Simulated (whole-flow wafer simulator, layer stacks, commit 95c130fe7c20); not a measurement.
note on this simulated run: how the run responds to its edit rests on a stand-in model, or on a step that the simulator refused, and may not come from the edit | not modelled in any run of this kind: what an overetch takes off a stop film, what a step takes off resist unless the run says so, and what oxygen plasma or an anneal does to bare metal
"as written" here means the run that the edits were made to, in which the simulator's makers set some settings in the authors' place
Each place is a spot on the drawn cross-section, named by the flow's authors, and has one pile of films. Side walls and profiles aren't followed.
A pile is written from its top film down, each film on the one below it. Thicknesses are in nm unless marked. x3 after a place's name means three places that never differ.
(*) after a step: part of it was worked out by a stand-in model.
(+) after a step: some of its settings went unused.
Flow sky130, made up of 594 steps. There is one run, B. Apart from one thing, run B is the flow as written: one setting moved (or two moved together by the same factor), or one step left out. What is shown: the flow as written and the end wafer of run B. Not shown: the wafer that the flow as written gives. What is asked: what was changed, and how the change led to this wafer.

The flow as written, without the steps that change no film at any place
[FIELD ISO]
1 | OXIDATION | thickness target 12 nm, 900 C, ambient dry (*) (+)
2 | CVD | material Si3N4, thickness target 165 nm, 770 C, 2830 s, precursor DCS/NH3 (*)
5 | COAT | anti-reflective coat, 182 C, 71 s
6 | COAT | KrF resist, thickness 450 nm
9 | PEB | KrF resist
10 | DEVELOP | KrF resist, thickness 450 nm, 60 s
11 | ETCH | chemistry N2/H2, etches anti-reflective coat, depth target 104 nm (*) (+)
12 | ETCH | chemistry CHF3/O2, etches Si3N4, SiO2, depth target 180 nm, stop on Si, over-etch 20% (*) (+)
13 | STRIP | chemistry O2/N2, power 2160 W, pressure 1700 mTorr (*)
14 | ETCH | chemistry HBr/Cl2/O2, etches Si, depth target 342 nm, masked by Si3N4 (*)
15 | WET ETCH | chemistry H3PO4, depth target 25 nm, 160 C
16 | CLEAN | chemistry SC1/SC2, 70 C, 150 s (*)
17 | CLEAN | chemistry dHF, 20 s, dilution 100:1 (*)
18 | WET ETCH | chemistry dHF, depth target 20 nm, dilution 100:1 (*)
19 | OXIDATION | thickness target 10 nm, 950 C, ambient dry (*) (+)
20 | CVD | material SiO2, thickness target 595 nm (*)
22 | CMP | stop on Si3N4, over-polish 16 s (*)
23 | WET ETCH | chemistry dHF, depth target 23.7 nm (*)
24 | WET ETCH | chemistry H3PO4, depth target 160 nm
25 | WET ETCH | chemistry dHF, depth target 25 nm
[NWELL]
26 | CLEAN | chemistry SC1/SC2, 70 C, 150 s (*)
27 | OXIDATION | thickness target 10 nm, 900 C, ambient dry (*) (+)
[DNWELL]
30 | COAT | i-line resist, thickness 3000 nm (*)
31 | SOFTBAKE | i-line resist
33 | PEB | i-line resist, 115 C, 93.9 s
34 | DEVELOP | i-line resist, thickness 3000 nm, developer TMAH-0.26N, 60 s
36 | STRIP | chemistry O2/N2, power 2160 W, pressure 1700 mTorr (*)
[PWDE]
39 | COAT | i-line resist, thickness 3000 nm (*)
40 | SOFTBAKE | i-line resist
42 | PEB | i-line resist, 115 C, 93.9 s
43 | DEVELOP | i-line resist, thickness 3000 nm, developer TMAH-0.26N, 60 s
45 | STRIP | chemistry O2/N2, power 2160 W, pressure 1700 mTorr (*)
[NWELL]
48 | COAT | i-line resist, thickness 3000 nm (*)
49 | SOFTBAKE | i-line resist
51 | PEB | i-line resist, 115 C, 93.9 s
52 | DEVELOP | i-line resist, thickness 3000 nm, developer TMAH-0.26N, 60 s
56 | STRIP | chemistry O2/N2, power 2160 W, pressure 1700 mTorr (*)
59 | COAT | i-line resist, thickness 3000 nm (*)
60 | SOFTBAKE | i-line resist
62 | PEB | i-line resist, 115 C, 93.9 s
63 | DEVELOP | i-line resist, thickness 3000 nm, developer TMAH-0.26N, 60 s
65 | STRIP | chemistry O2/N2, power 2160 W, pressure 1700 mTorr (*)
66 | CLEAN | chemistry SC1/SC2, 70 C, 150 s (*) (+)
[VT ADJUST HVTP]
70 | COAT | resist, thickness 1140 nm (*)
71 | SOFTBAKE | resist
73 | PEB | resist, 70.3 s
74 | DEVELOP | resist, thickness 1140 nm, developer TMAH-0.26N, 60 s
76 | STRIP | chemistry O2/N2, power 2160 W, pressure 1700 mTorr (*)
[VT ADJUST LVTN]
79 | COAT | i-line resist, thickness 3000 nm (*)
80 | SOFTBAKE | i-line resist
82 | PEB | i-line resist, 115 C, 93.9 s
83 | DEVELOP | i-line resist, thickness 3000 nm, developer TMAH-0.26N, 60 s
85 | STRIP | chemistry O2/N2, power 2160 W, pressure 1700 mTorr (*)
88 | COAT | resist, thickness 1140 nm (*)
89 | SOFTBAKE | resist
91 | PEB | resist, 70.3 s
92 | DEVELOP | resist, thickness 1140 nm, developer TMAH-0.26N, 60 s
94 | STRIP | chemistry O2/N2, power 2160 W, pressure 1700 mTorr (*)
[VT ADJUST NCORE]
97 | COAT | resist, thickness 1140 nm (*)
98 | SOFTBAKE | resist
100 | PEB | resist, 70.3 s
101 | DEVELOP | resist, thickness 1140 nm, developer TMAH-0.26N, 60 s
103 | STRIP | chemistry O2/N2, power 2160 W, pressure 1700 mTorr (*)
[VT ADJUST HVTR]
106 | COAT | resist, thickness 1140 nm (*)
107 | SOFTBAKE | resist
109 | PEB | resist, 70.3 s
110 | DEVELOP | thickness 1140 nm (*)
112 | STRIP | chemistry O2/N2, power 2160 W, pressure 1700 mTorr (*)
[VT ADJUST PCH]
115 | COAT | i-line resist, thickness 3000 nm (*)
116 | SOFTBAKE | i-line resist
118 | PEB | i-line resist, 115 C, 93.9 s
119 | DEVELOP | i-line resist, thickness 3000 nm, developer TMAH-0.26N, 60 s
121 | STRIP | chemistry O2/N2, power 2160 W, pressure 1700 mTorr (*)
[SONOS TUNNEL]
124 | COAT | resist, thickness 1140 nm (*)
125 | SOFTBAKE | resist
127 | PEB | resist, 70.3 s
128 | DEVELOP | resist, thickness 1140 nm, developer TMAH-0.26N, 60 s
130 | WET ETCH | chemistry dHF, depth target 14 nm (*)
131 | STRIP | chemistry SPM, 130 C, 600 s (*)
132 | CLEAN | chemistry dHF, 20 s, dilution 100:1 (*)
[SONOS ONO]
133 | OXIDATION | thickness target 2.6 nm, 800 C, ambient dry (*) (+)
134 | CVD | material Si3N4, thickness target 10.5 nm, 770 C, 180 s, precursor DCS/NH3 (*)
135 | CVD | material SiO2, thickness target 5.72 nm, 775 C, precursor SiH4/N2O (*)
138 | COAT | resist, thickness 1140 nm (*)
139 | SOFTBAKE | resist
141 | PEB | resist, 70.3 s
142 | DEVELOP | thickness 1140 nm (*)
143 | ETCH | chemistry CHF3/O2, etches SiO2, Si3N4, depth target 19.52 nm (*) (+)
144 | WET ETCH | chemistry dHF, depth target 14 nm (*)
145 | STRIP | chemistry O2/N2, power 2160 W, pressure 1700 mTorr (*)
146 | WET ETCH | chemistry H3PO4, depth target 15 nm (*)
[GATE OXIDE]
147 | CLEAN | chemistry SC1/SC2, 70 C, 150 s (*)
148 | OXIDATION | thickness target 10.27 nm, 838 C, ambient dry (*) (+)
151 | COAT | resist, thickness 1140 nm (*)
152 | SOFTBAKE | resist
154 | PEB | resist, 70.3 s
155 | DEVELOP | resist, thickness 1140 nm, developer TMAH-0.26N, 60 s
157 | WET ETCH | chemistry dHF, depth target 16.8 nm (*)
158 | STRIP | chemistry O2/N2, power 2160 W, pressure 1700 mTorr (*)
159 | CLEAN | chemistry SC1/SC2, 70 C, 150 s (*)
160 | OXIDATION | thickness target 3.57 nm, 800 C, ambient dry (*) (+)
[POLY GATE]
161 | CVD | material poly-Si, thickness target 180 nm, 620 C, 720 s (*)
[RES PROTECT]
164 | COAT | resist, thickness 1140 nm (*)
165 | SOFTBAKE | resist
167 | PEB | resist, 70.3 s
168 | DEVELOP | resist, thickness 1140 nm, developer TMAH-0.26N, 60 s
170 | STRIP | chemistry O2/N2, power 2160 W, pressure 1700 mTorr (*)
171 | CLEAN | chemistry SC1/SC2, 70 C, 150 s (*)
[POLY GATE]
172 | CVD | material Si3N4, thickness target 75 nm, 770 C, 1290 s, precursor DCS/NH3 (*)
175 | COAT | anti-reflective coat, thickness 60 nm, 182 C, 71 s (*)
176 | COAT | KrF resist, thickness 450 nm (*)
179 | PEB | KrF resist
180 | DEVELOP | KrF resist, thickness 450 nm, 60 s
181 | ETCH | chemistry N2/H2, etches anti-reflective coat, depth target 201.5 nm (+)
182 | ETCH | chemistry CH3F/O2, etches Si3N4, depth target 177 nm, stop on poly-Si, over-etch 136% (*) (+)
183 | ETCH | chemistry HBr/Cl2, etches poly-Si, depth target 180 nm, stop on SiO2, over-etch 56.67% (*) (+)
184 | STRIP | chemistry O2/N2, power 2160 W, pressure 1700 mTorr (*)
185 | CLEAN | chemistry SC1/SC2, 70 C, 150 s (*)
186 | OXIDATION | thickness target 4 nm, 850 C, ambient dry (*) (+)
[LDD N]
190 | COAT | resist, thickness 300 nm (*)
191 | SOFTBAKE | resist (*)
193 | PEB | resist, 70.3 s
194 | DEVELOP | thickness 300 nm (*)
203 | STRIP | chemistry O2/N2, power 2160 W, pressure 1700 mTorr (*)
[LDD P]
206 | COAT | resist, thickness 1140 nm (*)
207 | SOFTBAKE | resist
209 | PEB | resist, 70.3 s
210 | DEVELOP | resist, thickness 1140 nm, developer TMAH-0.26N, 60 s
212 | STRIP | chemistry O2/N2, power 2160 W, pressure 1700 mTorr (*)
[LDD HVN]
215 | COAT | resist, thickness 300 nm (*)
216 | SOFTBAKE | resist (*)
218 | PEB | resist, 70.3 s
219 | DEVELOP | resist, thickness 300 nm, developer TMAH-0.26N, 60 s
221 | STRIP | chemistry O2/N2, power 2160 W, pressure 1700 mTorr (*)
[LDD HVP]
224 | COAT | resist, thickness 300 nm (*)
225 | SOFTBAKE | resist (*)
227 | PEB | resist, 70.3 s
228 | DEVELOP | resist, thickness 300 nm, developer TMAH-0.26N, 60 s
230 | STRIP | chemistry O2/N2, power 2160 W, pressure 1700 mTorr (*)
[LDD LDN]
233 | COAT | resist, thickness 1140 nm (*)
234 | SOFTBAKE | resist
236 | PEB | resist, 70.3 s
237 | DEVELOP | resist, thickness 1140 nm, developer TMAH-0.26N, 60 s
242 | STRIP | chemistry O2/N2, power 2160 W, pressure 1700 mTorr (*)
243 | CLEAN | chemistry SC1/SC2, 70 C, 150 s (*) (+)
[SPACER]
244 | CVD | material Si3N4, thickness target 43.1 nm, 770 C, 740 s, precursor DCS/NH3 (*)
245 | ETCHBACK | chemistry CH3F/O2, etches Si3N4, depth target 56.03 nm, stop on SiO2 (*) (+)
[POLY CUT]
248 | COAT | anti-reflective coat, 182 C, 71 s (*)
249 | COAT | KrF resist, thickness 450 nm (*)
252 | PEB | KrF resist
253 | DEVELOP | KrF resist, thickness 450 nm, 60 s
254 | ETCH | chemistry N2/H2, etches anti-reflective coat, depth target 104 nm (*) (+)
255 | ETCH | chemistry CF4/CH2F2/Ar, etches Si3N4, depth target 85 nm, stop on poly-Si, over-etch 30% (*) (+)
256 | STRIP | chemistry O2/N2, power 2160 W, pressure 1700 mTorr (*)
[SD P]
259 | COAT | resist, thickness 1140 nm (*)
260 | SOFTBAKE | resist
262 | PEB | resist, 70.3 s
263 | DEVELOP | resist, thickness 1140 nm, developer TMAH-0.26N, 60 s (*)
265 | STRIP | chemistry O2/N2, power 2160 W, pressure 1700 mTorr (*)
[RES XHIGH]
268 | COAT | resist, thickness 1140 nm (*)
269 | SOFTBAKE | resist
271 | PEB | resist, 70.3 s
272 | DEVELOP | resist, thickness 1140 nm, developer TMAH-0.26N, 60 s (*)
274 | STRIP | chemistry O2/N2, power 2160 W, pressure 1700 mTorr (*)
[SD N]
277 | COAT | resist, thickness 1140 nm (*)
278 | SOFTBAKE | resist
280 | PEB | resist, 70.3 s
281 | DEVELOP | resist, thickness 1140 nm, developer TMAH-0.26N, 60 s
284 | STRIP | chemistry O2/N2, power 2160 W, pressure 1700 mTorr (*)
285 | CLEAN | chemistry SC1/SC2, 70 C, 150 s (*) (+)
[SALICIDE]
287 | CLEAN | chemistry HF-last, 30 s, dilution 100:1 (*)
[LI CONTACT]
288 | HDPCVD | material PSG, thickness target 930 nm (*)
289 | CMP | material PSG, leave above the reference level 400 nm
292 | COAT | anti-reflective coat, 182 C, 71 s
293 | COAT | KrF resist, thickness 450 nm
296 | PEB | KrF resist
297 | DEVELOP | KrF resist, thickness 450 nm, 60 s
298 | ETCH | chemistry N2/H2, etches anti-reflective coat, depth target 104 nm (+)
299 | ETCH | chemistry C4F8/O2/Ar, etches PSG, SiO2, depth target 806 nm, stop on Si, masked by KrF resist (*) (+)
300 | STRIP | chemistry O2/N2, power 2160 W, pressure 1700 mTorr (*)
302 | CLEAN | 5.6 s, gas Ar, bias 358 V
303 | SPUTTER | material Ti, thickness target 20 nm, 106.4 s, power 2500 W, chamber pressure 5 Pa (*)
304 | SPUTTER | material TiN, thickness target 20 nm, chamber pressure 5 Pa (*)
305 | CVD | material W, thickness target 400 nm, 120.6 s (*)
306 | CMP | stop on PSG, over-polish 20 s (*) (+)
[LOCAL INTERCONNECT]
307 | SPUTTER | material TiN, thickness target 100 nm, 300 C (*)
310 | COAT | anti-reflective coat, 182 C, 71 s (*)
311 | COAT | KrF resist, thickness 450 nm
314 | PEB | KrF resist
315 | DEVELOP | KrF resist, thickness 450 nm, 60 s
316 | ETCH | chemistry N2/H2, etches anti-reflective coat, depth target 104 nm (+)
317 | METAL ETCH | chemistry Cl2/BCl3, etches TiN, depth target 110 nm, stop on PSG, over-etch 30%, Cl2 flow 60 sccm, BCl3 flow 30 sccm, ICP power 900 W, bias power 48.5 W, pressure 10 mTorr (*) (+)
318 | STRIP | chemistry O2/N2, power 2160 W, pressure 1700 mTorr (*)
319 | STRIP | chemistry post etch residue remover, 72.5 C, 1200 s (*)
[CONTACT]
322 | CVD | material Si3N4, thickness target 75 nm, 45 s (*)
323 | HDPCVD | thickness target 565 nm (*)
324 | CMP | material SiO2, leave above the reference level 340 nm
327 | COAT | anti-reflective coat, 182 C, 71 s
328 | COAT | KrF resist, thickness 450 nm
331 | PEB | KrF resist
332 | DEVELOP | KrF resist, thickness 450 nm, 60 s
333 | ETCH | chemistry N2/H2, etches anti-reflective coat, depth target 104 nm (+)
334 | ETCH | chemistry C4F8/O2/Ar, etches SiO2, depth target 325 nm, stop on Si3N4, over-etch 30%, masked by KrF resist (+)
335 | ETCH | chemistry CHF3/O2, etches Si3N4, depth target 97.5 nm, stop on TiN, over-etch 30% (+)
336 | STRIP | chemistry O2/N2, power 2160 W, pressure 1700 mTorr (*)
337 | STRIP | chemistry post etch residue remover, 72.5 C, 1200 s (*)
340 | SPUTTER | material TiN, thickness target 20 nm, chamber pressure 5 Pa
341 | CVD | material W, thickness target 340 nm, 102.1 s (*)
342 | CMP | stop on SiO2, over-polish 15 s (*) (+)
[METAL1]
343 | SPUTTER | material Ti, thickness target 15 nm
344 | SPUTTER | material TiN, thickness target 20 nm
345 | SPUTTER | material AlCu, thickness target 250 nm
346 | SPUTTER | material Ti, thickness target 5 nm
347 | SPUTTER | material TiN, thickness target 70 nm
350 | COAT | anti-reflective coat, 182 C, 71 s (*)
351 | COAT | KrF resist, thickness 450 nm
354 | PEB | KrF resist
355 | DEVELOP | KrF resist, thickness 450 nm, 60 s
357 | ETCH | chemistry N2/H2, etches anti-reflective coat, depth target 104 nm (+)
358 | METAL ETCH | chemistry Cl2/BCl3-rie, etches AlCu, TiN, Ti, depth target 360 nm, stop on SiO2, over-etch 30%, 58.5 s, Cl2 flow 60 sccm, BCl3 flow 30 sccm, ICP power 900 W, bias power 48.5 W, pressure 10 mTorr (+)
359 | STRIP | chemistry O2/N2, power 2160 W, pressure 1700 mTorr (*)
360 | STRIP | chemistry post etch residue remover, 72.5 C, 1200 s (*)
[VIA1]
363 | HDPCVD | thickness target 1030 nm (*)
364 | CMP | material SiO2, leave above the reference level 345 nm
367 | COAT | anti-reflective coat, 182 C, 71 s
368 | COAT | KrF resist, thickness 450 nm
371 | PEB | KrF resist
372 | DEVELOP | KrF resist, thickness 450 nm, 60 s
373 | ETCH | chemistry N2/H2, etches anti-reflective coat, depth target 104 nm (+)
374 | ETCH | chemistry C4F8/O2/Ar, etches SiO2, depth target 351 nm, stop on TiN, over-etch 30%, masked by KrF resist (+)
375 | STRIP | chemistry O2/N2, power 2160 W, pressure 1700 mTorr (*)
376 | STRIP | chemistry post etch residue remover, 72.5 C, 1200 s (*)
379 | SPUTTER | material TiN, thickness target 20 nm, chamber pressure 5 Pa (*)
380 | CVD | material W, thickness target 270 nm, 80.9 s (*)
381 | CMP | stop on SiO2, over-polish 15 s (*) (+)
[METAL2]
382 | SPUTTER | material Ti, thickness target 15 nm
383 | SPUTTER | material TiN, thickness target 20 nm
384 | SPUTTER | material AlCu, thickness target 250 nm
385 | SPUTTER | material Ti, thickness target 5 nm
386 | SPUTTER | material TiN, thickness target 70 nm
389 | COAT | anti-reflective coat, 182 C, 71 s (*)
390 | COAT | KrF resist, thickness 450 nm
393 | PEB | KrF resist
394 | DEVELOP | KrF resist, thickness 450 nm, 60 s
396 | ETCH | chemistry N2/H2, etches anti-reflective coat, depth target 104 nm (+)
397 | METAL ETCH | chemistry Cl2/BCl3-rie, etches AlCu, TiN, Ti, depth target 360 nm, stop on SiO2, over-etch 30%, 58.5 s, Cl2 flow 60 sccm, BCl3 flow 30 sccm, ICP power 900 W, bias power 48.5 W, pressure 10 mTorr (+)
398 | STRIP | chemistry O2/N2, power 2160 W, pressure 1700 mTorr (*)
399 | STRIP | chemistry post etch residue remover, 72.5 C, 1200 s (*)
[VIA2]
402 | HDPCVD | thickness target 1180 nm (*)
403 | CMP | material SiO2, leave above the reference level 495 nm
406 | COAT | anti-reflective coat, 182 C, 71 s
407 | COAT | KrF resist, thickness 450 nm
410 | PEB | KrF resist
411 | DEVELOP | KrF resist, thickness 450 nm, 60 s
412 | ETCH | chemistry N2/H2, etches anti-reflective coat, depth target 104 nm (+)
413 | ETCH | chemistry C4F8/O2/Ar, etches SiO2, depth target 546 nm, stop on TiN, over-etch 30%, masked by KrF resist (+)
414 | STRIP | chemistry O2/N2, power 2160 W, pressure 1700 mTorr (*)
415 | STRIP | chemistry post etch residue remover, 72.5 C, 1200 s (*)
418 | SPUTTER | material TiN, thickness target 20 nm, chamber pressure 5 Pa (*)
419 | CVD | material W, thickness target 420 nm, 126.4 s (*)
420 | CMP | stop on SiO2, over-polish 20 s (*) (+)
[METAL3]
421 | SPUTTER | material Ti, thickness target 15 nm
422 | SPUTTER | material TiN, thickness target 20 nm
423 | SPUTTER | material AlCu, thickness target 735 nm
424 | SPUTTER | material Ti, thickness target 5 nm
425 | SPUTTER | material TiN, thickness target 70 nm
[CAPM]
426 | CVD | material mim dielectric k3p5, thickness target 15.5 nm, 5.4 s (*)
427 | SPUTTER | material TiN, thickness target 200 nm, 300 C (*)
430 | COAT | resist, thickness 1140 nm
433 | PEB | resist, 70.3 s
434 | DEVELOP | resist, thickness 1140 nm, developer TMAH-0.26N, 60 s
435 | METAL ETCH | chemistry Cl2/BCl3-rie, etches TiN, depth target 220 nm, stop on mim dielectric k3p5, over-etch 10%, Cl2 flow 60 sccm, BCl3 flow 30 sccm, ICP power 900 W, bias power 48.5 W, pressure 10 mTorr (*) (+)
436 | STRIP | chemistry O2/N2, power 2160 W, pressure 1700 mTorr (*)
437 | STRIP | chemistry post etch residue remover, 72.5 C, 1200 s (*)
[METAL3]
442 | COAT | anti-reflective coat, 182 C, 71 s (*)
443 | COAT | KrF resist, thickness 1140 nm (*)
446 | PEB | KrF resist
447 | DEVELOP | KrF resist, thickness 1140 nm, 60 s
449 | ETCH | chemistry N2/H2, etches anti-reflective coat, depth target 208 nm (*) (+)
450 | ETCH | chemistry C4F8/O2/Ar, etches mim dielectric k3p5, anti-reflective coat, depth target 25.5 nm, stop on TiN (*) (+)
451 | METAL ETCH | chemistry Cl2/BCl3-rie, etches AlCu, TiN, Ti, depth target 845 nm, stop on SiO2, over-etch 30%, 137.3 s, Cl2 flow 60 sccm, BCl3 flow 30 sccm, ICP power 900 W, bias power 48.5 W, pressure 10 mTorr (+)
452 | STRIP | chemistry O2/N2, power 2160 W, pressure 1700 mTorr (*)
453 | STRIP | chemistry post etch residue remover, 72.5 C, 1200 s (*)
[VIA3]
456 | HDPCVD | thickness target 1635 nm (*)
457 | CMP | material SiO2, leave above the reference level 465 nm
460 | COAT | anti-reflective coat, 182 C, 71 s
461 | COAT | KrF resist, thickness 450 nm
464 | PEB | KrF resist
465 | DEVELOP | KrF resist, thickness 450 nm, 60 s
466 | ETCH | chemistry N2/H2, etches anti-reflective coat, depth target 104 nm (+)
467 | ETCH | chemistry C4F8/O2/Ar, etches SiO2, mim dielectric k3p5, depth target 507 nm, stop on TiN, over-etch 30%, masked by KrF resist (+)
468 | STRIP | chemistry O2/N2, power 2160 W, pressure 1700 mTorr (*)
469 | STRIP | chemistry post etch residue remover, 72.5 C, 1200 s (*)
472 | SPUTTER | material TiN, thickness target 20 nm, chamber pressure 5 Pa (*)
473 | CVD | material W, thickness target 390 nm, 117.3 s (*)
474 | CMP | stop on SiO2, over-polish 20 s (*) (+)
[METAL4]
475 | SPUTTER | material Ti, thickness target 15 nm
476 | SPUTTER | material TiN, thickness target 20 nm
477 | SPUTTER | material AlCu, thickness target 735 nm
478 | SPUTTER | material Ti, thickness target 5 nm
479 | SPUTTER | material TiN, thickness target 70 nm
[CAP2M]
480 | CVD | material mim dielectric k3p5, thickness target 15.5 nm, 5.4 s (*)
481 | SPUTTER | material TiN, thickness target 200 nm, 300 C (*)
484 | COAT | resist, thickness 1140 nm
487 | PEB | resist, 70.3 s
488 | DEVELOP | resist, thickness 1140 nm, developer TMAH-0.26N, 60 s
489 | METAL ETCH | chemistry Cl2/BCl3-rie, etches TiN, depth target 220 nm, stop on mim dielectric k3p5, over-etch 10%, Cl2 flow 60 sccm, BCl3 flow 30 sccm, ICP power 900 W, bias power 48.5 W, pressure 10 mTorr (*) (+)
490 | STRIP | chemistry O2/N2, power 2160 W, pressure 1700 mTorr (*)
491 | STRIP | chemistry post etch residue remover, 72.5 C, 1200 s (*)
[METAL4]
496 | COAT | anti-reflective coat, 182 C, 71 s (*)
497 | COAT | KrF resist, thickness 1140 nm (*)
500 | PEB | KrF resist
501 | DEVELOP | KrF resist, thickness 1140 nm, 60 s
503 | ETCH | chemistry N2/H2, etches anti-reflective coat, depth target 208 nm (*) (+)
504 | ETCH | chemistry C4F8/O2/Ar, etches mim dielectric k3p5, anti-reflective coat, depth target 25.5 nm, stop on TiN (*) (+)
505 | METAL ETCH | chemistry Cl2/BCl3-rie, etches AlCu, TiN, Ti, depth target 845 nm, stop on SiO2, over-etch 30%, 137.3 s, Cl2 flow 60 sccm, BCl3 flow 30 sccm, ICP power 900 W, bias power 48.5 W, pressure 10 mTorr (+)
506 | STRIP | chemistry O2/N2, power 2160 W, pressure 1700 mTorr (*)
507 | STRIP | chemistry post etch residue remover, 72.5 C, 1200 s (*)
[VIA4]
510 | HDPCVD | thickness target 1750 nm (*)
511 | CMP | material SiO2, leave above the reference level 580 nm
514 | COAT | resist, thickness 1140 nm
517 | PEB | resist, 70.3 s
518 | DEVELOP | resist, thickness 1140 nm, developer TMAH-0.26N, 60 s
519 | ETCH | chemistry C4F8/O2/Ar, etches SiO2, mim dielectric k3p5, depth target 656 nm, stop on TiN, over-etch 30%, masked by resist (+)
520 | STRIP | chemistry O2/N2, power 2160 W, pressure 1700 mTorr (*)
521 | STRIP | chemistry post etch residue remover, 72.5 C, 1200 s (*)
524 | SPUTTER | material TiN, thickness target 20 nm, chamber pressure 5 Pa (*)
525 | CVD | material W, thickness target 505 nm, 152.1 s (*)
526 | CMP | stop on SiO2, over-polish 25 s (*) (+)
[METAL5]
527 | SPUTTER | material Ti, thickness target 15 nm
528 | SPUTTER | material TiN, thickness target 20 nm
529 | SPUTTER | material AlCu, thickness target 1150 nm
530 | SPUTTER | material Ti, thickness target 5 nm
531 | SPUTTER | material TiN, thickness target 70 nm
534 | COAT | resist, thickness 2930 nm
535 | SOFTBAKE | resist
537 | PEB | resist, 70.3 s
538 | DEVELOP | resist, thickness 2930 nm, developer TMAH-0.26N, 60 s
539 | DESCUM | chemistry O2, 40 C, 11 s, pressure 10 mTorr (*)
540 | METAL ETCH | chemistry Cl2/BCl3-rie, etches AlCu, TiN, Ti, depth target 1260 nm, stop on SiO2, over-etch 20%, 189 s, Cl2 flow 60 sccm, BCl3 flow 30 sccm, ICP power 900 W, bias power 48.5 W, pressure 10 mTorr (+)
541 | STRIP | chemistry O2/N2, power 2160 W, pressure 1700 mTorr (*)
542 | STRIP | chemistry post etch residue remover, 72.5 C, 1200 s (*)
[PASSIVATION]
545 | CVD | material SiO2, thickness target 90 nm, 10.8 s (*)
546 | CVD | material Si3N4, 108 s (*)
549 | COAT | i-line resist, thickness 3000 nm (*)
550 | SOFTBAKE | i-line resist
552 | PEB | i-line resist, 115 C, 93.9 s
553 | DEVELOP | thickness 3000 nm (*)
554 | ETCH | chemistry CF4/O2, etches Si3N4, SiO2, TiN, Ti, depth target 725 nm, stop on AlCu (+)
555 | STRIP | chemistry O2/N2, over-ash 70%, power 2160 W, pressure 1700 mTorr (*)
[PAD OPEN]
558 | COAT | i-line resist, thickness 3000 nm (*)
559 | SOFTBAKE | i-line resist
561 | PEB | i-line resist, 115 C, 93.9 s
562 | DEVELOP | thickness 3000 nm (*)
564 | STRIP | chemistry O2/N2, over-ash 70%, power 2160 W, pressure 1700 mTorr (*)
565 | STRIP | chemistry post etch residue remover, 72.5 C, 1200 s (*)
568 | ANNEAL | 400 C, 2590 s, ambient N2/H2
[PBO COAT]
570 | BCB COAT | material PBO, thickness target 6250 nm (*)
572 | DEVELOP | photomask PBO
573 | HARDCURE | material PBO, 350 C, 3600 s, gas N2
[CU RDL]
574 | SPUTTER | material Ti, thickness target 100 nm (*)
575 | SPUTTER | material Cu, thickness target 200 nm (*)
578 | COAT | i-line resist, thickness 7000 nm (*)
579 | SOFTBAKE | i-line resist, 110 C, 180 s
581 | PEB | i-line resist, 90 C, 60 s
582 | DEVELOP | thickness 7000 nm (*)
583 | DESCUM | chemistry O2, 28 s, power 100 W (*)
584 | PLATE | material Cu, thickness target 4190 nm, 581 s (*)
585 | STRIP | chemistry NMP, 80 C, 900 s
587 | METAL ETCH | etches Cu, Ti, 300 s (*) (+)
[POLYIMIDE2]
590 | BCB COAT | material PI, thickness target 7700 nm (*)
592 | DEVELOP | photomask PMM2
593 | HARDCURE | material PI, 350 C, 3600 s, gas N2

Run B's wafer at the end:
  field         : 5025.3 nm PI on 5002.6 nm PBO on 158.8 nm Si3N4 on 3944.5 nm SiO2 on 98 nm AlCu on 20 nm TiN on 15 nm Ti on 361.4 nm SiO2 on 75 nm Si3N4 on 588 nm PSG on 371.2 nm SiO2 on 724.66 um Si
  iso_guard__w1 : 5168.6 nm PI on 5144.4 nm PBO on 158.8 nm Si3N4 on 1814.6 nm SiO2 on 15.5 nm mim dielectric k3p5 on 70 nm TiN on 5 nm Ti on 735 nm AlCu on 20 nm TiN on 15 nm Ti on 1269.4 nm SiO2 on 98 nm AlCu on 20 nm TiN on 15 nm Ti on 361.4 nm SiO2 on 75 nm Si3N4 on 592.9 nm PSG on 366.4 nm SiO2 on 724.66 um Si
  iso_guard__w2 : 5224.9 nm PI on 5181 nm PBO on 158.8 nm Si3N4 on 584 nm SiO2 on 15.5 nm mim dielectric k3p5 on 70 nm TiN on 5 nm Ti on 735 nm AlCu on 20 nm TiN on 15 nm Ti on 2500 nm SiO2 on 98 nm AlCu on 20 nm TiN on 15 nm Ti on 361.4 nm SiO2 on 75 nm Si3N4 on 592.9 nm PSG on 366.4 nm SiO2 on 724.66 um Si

Cause: step 358, METAL ETCH: depth target 169.2 nm was run, though the flow has depth target 360 nm; step 358, METAL ETCH: 27.5 s was run, where the flow has 58.5 s.

How this came from the change, step by step:
  358 | METAL ETCH | chemistry Cl2/BCl3-rie, etches AlCu, TiN, Ti, depth target 360 nm, stop on SiO2, over-etch 30%, 58.5 s, Cl2 flow 60 sccm, BCl3 flow 30 sccm, ICP power 900 W, bias power 48.5 W, pressure 10 mTorr (+)
      field, active, gate and 81 more: TiN loses 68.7 (all of it), Ti loses 5 (all of it), AlCu loses 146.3 (in the flow as written it would be: TiN loses 68.7 (all of it), Ti loses 5 (all of it), AlCu loses 250 (all of it), TiN loses 20 (all of it), Ti loses 15 (all of it), SiO2 loses 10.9)
      n_well, p_well, gate_hv and 104 more: KrF resist loses 110 (in the flow as written it would be: KrF resist loses 234)
  359 | STRIP | chemistry O2/N2, power 2160 W, pressure 1700 mTorr (*)
      n_well, p_well, gate_hv and 95 more: KrF resist loses 267.8 (all of it), anti-reflective coat loses 80 (all of it) (in the flow as written it would be: KrF resist loses 143.8 (all of it), anti-reflective coat loses 80 (all of it))
      drift_dnw, nw_fld, nw_fld__w1, ndiff_licon_rim, pnp_par_nw: KrF resist loses 267.9 (all of it), anti-reflective coat loses 80 (all of it) (in the flow as written it would be: KrF resist loses 143.8 (all of it), anti-reflective coat loses 80 (all of it))
      (and at 4 other places as well)
  360 | STRIP | chemistry post etch residue remover, 72.5 C, 1200 s (*)
      field, active, gate and 81 more: AlCu loses 5.72 (in the flow as written it would be: nothing)
  363 | HDPCVD | thickness target 1030 nm (*)
      field, active, gate and 81 more: SiO2 gains 1030 (new film) (in the flow as written it would be: SiO2 gains 1030)
  364 | CMP | material SiO2, leave above the reference level 345 nm
      field, active, gate and 81 more: SiO2 loses 533 (in the flow as written it would be: SiO2 loses 389.1)
Taking metal films that touch as one body, field has 1 body; the flow as written gives 0 bodies.
Taking metal films that touch as one body, iso_guard__w1 has 2 bodies (between them, from the top down: SiO2 1269.4); the flow as written gives 1 body.
Taking metal films that touch as one body, iso_guard__w2 has 2 bodies (between them, from the top down: SiO2 2500); the flow as written gives 1 body.
